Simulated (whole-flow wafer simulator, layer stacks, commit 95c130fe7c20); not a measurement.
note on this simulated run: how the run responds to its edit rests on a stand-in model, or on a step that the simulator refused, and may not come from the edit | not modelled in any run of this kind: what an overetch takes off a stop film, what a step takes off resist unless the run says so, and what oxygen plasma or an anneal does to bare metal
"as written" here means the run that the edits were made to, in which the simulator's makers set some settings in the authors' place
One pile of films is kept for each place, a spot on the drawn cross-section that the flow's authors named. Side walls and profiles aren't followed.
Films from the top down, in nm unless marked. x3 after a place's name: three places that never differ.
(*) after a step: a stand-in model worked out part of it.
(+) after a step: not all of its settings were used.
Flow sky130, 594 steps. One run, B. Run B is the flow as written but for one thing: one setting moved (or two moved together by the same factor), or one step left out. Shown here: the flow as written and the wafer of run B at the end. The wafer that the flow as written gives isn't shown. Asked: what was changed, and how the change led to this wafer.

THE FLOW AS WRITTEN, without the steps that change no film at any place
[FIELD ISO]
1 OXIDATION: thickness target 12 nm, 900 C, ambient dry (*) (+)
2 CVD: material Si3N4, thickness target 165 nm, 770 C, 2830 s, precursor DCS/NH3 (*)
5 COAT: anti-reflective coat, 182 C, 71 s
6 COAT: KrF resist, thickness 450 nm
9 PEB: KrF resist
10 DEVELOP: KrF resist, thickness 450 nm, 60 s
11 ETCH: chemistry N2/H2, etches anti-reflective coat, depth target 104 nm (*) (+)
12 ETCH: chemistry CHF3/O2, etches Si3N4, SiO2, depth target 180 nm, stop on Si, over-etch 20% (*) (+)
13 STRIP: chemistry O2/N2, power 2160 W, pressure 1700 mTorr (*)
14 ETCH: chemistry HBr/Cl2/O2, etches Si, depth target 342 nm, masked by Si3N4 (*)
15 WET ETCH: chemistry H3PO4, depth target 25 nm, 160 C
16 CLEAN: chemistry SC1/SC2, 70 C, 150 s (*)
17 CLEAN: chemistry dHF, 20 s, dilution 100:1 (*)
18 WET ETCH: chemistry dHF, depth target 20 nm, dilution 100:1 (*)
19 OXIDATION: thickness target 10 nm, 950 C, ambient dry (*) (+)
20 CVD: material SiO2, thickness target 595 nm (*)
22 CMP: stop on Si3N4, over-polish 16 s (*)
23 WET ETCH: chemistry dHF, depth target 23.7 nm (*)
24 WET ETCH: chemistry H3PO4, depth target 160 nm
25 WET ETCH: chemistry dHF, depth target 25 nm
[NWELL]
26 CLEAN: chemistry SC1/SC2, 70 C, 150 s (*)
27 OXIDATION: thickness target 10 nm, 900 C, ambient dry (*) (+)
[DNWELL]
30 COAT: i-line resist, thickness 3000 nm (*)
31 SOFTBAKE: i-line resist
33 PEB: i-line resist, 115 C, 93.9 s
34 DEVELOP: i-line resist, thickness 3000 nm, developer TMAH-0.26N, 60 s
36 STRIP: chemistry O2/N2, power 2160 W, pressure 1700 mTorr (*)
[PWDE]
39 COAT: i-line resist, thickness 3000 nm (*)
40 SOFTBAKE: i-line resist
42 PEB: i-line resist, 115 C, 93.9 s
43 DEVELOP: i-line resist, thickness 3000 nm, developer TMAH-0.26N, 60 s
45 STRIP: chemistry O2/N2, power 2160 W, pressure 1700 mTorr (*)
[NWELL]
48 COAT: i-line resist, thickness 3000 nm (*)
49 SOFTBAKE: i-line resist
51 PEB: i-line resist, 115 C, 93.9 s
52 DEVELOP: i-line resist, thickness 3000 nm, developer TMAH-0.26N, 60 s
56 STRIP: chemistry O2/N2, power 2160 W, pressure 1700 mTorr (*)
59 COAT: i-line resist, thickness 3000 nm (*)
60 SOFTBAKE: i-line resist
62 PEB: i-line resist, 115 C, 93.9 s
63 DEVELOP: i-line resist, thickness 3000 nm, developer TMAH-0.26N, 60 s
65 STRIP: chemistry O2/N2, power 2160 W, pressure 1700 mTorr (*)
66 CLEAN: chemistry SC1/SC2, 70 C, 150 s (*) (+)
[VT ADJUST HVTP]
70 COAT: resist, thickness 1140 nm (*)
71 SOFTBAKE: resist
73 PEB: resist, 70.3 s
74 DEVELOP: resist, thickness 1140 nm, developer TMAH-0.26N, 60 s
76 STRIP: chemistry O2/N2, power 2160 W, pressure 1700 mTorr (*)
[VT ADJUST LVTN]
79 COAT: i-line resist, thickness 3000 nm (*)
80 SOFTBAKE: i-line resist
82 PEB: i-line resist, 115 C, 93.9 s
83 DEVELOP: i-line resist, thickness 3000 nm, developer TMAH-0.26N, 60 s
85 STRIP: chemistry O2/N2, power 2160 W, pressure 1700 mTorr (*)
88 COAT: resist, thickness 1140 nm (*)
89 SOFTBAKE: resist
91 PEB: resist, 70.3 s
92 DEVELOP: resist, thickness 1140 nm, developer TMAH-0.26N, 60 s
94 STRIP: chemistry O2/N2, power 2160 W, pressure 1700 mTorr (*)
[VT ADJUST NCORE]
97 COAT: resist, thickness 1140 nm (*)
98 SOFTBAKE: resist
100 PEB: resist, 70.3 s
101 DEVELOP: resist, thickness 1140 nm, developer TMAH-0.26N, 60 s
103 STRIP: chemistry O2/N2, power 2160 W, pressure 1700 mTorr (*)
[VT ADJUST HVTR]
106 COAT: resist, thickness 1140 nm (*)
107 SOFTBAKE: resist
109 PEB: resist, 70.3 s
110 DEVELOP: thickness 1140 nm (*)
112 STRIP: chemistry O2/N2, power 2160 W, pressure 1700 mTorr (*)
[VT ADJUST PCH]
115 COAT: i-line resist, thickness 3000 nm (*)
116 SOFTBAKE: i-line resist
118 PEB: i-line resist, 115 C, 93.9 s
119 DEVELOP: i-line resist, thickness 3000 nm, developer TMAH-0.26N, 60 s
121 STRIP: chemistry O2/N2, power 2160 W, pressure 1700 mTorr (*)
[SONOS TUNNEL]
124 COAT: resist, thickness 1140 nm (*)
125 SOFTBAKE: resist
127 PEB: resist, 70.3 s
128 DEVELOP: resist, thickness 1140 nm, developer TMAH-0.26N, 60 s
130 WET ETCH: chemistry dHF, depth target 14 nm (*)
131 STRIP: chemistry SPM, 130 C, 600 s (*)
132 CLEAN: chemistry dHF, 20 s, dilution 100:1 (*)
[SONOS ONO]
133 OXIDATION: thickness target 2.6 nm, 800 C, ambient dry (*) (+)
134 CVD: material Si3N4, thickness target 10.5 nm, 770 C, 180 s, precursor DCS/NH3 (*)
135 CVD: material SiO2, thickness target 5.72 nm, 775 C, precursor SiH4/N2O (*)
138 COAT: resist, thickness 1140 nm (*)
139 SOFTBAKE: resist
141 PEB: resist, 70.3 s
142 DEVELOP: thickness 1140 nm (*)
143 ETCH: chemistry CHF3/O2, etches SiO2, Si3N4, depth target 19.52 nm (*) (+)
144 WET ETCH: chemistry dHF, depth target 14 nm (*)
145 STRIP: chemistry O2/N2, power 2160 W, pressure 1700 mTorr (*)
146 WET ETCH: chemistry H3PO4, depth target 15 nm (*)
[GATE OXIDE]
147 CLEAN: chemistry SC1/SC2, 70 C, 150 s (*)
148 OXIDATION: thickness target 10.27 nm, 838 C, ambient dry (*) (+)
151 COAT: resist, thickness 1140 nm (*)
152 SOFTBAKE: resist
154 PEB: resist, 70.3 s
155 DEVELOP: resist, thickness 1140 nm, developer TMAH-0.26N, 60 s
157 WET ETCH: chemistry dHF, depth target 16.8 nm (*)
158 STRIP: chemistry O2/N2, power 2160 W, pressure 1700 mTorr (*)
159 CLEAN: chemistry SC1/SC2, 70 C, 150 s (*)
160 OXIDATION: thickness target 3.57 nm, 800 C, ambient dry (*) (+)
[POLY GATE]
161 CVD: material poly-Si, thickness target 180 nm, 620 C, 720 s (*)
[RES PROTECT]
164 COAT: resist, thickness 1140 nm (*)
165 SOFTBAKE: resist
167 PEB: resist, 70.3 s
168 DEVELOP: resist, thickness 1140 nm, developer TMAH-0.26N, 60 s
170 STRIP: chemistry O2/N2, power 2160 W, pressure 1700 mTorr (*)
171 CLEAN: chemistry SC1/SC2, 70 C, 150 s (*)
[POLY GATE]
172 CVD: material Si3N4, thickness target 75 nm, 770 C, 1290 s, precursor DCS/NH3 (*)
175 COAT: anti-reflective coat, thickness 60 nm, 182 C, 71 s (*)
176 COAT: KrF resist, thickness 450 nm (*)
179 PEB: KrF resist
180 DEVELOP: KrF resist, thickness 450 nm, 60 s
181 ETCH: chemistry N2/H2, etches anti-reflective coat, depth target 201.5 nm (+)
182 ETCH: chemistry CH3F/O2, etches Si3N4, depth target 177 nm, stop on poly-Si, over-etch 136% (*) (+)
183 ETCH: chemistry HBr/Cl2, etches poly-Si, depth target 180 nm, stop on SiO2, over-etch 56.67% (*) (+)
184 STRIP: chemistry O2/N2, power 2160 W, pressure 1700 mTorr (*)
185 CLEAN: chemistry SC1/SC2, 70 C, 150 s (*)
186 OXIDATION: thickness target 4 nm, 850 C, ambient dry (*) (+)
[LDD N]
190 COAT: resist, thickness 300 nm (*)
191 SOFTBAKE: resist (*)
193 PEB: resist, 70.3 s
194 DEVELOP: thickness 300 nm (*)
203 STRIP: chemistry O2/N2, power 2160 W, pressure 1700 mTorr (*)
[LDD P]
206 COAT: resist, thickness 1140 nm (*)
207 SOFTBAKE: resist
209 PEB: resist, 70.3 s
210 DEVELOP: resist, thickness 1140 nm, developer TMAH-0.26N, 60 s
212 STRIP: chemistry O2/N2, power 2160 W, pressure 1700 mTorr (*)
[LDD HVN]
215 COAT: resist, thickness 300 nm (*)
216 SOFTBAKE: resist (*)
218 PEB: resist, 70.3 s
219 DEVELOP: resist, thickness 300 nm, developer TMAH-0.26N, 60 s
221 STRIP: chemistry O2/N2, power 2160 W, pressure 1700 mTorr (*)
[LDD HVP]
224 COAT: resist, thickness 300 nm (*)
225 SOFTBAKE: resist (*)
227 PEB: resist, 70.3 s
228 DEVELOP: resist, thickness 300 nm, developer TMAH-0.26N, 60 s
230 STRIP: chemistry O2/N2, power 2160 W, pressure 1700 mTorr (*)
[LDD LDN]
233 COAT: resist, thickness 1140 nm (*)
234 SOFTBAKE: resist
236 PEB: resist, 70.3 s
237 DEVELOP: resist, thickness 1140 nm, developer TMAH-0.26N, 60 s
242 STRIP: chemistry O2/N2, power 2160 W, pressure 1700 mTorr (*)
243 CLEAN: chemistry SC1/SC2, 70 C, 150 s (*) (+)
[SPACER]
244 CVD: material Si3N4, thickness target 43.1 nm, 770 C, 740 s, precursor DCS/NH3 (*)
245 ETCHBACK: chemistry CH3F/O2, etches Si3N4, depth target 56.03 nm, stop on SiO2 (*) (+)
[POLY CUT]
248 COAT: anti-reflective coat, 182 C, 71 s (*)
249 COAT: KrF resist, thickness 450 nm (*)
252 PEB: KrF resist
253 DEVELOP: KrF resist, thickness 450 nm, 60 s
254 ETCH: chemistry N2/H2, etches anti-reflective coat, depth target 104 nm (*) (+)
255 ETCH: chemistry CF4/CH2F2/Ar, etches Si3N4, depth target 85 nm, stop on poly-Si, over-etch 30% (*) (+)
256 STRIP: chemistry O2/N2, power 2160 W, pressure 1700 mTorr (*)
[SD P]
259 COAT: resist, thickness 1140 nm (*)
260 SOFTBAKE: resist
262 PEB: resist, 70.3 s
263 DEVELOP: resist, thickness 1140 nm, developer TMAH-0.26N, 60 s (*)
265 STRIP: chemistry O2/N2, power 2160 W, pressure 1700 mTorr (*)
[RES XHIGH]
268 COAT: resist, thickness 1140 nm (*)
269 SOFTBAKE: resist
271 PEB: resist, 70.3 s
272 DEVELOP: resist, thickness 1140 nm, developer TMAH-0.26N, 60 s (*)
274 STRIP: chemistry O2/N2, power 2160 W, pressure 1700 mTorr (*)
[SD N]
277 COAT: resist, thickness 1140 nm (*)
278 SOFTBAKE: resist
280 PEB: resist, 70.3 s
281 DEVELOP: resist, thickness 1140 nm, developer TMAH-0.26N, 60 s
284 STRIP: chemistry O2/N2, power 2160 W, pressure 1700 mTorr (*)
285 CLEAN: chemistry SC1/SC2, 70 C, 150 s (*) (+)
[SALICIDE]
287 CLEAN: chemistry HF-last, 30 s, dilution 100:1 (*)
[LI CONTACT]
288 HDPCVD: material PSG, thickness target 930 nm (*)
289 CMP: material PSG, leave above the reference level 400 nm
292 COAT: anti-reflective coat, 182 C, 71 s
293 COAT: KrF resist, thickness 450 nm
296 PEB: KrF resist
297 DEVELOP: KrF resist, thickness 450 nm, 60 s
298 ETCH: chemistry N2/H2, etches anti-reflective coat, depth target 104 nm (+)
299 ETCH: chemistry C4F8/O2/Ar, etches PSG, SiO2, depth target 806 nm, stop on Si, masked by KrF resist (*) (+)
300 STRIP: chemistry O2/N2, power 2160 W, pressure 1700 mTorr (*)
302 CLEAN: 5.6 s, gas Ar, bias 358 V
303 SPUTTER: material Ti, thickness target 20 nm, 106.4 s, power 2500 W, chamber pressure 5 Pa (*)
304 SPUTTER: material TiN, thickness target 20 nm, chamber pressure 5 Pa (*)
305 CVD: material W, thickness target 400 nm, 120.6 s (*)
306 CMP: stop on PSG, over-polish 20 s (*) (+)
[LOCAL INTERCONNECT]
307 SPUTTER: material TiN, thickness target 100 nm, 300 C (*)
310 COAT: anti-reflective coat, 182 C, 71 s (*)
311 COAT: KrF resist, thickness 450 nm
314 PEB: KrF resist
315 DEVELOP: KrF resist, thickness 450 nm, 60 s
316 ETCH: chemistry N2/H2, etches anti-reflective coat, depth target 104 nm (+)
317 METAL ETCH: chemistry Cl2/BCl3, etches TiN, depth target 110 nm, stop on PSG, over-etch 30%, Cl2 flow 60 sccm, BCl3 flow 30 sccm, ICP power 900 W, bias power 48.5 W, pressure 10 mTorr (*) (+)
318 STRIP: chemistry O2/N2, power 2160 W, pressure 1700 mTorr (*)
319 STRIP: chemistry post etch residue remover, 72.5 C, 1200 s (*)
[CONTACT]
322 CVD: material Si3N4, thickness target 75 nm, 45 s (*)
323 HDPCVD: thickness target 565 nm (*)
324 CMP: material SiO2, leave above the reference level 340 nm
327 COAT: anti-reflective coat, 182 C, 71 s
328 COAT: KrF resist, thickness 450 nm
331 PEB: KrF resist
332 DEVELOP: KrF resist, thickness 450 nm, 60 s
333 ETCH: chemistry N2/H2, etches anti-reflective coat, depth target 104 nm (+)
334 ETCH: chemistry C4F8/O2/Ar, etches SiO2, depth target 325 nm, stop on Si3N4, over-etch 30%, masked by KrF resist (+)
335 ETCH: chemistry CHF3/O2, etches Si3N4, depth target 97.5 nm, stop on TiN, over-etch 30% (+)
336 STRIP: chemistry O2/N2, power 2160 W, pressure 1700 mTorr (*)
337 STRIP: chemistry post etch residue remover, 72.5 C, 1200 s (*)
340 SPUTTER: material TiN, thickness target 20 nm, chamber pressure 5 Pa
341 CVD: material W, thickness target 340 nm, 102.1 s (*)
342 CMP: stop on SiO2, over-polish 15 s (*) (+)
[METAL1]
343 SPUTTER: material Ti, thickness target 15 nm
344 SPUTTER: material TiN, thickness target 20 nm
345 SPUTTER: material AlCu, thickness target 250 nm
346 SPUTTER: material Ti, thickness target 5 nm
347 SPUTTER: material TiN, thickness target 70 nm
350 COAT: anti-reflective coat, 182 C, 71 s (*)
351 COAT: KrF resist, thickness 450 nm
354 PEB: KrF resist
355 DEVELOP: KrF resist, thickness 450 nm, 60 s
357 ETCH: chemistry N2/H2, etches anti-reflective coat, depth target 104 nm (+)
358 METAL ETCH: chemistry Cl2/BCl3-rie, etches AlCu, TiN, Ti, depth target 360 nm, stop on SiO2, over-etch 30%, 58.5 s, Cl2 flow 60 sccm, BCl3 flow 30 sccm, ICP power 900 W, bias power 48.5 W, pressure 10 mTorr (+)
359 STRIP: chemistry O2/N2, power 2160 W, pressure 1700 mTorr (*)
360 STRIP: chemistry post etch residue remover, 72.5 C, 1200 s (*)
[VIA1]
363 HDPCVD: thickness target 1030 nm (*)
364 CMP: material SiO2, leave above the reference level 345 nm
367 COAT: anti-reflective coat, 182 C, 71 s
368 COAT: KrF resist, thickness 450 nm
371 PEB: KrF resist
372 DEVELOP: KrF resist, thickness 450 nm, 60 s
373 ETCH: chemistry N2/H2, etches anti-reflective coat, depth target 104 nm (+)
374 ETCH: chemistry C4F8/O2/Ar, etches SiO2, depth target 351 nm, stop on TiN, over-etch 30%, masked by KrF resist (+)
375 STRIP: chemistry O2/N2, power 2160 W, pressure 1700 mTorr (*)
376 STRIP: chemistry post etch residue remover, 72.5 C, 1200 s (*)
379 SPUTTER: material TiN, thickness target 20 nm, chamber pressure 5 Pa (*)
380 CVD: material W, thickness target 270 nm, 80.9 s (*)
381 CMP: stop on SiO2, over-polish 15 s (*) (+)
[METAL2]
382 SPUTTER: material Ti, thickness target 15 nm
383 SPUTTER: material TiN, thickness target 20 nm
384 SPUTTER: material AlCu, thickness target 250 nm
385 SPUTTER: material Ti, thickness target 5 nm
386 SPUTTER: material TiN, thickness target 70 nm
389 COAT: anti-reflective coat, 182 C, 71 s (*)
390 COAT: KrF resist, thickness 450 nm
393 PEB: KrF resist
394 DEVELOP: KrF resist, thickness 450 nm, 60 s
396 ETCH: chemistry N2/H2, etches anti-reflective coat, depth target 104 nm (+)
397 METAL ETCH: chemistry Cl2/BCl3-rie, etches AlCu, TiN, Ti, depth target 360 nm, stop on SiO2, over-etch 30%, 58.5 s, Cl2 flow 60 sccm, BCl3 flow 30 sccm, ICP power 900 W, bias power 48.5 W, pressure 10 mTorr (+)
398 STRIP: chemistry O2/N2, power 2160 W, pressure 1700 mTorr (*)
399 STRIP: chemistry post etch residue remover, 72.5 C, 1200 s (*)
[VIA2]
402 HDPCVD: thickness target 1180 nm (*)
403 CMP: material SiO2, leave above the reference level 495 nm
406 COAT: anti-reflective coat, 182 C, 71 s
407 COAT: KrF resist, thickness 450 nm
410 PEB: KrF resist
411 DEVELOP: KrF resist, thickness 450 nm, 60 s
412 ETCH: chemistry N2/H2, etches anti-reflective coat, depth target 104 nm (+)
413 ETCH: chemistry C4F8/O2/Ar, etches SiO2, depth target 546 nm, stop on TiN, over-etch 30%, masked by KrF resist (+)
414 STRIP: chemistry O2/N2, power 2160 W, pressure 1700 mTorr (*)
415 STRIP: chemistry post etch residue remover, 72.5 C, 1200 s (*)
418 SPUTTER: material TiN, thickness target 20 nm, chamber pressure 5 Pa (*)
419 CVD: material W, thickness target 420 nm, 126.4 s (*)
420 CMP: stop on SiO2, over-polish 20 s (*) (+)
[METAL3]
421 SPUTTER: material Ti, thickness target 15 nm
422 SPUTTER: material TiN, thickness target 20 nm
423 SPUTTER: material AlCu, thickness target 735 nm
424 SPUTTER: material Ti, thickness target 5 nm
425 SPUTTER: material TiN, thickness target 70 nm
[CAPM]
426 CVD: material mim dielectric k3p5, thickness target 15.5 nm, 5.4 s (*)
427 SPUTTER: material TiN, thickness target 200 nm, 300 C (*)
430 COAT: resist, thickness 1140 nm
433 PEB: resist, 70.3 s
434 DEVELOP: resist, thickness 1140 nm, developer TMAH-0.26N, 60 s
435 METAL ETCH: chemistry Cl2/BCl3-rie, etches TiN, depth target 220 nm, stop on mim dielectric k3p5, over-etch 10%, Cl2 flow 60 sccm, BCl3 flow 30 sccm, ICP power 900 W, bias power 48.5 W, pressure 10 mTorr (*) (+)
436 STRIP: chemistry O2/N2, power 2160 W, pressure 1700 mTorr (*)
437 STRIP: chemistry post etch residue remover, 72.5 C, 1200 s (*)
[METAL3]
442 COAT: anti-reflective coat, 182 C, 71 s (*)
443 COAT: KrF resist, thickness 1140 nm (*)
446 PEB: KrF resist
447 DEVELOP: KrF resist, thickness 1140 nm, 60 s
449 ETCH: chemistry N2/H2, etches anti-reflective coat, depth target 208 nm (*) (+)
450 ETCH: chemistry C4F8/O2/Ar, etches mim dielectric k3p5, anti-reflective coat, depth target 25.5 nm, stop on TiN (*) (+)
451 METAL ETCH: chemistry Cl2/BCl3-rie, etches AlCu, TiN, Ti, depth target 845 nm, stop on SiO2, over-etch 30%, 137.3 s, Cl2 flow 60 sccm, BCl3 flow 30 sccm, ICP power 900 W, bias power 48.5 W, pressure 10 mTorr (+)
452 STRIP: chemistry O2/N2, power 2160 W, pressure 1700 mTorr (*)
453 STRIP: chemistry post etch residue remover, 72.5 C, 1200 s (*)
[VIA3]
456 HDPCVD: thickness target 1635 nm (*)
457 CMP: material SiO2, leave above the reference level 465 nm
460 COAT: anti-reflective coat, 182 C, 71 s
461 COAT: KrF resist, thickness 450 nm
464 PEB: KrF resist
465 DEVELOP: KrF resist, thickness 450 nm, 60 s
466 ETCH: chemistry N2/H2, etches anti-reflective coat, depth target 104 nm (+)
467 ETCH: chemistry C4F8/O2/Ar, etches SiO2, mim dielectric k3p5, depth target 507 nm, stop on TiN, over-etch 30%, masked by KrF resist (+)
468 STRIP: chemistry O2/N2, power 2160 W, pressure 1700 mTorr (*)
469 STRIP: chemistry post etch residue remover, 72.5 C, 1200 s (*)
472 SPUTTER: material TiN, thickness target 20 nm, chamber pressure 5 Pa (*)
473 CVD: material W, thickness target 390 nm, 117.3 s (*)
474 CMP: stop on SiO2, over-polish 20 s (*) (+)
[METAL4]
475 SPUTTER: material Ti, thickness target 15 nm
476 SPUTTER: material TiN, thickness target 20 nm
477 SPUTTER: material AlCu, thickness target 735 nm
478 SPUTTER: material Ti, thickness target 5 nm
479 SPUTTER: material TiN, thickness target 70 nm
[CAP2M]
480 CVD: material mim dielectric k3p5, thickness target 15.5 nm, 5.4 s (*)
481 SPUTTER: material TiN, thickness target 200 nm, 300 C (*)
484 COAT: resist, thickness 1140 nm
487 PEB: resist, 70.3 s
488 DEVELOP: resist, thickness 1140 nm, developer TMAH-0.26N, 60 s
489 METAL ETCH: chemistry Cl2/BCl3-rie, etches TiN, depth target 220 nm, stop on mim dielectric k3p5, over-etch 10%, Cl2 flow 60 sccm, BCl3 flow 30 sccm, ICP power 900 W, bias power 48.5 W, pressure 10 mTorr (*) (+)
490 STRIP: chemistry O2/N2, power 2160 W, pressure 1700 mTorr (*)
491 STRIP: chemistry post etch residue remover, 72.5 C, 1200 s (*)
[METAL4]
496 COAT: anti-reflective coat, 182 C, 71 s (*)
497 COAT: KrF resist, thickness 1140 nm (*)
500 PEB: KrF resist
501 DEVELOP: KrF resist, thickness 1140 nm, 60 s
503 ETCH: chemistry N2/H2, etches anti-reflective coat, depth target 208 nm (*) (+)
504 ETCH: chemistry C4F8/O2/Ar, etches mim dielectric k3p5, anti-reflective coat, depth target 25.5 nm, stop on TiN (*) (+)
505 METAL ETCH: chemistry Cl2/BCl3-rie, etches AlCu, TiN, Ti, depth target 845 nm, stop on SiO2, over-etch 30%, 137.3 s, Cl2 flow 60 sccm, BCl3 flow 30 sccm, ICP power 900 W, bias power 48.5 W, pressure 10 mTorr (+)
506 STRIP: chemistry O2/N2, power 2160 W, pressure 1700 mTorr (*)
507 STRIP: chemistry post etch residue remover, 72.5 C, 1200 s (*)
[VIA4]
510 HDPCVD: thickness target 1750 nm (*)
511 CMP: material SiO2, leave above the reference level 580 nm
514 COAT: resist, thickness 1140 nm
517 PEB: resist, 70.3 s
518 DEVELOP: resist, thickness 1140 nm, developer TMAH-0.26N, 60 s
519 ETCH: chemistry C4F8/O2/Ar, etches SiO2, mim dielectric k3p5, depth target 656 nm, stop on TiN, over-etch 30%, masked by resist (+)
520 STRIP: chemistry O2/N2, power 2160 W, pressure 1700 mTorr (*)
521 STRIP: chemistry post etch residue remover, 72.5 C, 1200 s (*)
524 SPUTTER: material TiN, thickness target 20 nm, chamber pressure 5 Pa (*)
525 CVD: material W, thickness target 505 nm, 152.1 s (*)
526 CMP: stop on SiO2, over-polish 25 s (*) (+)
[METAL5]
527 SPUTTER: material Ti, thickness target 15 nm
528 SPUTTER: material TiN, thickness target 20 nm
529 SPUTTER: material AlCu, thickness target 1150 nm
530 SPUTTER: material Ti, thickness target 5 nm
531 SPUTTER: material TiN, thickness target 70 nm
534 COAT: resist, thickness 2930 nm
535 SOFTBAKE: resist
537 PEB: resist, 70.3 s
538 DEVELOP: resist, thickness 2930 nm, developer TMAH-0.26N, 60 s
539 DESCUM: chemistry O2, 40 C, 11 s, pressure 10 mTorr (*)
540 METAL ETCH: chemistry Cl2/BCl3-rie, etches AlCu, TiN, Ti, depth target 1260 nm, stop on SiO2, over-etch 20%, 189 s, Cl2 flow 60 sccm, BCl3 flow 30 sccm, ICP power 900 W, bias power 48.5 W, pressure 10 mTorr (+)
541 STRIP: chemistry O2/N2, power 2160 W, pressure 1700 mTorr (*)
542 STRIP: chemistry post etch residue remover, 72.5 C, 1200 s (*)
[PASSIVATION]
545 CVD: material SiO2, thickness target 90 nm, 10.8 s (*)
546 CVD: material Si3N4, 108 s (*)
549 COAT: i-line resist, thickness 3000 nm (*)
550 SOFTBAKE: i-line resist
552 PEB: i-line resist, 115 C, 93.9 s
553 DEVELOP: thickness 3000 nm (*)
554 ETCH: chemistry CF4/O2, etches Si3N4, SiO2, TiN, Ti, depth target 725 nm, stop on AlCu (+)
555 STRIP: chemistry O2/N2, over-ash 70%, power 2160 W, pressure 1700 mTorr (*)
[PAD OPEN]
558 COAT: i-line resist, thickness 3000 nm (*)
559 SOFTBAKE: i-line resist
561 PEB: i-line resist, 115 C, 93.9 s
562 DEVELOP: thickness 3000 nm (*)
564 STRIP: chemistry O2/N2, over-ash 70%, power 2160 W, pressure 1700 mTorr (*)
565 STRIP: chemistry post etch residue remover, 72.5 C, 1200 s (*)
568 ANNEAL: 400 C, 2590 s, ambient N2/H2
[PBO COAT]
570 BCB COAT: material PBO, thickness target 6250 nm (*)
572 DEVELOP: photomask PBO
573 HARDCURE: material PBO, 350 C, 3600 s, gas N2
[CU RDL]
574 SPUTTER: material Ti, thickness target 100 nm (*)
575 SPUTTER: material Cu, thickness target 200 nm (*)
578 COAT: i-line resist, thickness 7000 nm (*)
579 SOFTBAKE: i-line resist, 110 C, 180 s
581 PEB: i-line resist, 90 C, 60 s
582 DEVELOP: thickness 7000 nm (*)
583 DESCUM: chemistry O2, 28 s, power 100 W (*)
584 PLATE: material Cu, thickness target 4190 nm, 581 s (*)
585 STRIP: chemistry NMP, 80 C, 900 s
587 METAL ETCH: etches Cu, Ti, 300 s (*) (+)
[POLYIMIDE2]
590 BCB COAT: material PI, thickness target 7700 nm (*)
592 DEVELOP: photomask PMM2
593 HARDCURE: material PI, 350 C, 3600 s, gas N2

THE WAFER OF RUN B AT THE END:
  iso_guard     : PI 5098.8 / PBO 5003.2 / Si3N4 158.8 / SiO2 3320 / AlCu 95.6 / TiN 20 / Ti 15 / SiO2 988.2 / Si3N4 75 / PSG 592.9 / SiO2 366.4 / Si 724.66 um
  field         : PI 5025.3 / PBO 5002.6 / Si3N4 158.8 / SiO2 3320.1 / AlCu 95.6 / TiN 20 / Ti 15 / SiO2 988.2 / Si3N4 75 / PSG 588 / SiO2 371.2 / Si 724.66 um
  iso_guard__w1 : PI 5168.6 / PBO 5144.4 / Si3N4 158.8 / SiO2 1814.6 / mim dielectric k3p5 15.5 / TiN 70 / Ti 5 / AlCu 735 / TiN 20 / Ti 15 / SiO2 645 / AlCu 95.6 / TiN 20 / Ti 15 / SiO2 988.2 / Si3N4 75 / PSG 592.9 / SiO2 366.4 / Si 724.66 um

The cause: step 397, METAL ETCH: depth target 171 nm was run, where the flow has depth target 360 nm; step 397, METAL ETCH: 27.8 s was run, where the flow has 58.5 s.

How the change led to this, step by step:
  397 METAL ETCH: chemistry Cl2/BCl3-rie, etches AlCu, TiN, Ti, depth target 360 nm, stop on SiO2, over-etch 30%, 58.5 s, Cl2 flow 60 sccm, BCl3 flow 30 sccm, ICP power 900 W, bias power 48.5 W, pressure 10 mTorr (+)
      field, active, gate and 82 more: TiN -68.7 (all of it), Ti -5 (all of it), AlCu -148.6 (as written it would be: TiN -68.7 (all of it), Ti -5 (all of it), AlCu -250 (all of it), TiN -20 (all of it), Ti -15 (all of it), SiO2 -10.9)
      n_well, p_well, sd_n and 87 more: KrF resist -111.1 (as written it would be: KrF resist -234)
      (and at 16 more places)
  398 STRIP: chemistry O2/N2, power 2160 W, pressure 1700 mTorr (*)
      gate_hv, mim, dice_street and 96 more: KrF resist -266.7 (all of it), anti-reflective coat -80 (all of it) (as written it would be: KrF resist -143.8 (all of it), anti-reflective coat -80 (all of it))
      n_well, p_well, sd_n, sd_p, pad: KrF resist -266.6 (all of it), anti-reflective coat -80 (all of it) (as written it would be: KrF resist -143.8 (all of it), anti-reflective coat -80 (all of it))
      (and at 2 more places)
  399 STRIP: chemistry post etch residue remover, 72.5 C, 1200 s (*)
      field, active, gate and 82 more: AlCu -5.72 (as written it would be: nothing)
  402 HDPCVD: thickness target 1180 nm (*)
      field, active, gate and 82 more: SiO2 +1180 (new film) (as written it would be: SiO2 +1180)
  403 CMP: material SiO2, leave above the reference level 495 nm
      field, active, gate and 82 more: SiO2 -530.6 (as written it would be: SiO2 -389.1)
Counting metal films that touch as one body, iso_guard has 1 body; the flow as written gives 0 bodies.
Counting metal films that touch as one body, field has 1 body; the flow as written gives 0 bodies.
Counting metal films that touch as one body, iso_guard__w1 has 2 bodies (between them, from the top down: SiO2 645); the flow as written gives 1 body.
